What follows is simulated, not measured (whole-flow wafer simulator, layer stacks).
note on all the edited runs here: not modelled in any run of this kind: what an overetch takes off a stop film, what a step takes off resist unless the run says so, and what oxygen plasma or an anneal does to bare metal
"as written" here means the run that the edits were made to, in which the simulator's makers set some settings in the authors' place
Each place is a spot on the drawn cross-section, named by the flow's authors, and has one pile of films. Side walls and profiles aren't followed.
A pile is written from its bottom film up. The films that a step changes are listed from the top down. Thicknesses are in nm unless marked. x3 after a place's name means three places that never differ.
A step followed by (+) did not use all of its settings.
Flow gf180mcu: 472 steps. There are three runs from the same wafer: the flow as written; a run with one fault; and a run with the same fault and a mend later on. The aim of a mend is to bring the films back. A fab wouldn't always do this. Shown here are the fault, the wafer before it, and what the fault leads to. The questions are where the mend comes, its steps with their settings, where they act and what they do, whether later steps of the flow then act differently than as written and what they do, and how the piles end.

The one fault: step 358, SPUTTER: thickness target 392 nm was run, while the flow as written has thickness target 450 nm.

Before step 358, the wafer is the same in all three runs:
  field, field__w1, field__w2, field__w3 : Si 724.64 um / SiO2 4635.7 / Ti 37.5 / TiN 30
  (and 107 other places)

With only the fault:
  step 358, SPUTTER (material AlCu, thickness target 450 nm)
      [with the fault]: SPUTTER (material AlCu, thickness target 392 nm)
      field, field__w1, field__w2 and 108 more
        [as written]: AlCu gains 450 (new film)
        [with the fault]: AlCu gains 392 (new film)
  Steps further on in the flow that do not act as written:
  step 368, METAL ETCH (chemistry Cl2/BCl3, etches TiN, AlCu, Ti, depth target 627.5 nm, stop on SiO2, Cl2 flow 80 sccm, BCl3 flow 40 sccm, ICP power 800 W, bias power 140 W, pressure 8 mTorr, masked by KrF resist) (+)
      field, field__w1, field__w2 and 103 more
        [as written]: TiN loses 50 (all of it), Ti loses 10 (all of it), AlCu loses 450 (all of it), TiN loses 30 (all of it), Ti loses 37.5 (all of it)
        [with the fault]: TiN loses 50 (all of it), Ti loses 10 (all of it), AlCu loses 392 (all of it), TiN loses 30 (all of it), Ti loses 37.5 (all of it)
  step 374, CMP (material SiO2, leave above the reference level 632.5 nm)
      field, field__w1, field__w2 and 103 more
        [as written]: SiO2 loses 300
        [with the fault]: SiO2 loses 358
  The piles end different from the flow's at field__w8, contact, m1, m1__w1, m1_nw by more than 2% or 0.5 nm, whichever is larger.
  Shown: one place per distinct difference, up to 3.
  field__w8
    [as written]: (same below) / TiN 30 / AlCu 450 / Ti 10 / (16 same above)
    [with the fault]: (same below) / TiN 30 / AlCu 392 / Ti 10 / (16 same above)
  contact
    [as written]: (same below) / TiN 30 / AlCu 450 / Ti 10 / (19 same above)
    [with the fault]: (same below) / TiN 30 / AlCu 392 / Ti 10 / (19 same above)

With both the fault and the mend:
  The mend stands after step 358.
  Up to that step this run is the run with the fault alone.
  step 358a, SPUTTER (material AlCu, thickness target 58 nm) (a further turn of the flow's step 358, with different settings)
      field, field__w1, field__w2 and 108 more
        AlCu gains 58
  None of the later steps of the flow acts differently than as written at any place that is followed.
  By the end, the piles equal the flow's at every place that both follow.
